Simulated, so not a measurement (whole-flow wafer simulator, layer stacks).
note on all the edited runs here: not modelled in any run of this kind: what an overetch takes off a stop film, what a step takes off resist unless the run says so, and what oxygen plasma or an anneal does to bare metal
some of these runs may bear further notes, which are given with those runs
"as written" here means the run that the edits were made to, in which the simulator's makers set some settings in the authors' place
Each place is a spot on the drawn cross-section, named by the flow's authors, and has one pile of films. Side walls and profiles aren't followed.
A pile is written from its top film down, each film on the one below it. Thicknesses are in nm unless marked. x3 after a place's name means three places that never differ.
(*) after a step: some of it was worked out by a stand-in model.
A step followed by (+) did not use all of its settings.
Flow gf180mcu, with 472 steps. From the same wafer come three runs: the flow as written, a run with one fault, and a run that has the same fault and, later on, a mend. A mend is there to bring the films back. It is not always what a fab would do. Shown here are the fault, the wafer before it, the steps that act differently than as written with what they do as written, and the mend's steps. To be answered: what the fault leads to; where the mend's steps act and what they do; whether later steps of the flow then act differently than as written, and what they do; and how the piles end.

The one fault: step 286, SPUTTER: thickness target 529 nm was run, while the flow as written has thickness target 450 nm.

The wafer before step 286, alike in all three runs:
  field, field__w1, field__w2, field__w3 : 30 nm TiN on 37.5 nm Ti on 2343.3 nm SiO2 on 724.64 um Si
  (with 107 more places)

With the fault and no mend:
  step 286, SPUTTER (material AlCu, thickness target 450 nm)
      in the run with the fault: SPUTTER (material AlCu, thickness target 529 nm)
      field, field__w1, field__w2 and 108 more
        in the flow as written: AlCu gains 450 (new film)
        in the run with the fault: AlCu gains 529 (new film)
  Steps later in the flow that act otherwise than as written:
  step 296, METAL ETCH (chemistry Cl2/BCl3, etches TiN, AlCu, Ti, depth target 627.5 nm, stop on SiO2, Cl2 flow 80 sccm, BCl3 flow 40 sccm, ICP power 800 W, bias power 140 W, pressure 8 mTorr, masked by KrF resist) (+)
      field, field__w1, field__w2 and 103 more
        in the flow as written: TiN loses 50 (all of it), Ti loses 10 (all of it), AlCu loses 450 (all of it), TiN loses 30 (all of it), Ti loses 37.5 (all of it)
        in the run with the fault: TiN loses 50 (all of it), Ti loses 10 (all of it), AlCu loses 529 (all of it), TiN loses 30 (all of it), Ti loses 8.5
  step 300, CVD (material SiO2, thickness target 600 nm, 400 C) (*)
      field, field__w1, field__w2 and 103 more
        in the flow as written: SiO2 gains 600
        in the run with the fault: SiO2 gains 600 (new film)
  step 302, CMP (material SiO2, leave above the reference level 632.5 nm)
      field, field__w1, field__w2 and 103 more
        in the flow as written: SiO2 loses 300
        in the run with the fault: SiO2 loses 250
  By the end, the piles at field, field__w1, field__w2 and 109 more depart from the flow's by more than 2% or 0.5 nm, whichever is larger.
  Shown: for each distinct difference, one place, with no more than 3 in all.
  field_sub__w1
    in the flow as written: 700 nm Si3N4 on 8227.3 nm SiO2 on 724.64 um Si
    in the run with the fault: 700 nm Si3N4 on 5934 nm SiO2 on 29 nm Ti on 2343.2 nm SiO2 on 724.64 um Si
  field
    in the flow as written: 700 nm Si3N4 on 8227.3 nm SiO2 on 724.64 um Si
    in the run with the fault: 700 nm Si3N4 on 5934 nm SiO2 on 29 nm Ti on 2343.3 nm SiO2 on 724.64 um Si
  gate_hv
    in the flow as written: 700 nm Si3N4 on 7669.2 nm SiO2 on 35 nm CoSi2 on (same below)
    in the run with the fault: 700 nm Si3N4 on 5934 nm SiO2 on 29 nm Ti on 1785.1 nm SiO2 on 35 nm CoSi2 on (same below)

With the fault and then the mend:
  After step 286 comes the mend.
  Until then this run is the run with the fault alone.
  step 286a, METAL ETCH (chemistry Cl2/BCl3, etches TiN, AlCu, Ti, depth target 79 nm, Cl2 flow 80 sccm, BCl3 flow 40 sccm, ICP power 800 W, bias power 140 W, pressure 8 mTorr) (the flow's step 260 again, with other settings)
      field, field__w1, field__w2 and 108 more
        AlCu loses 79
  Later steps of the flow that are run all act as written at every place that is followed.
  The piles end the same as the flow's at every place that both follow.
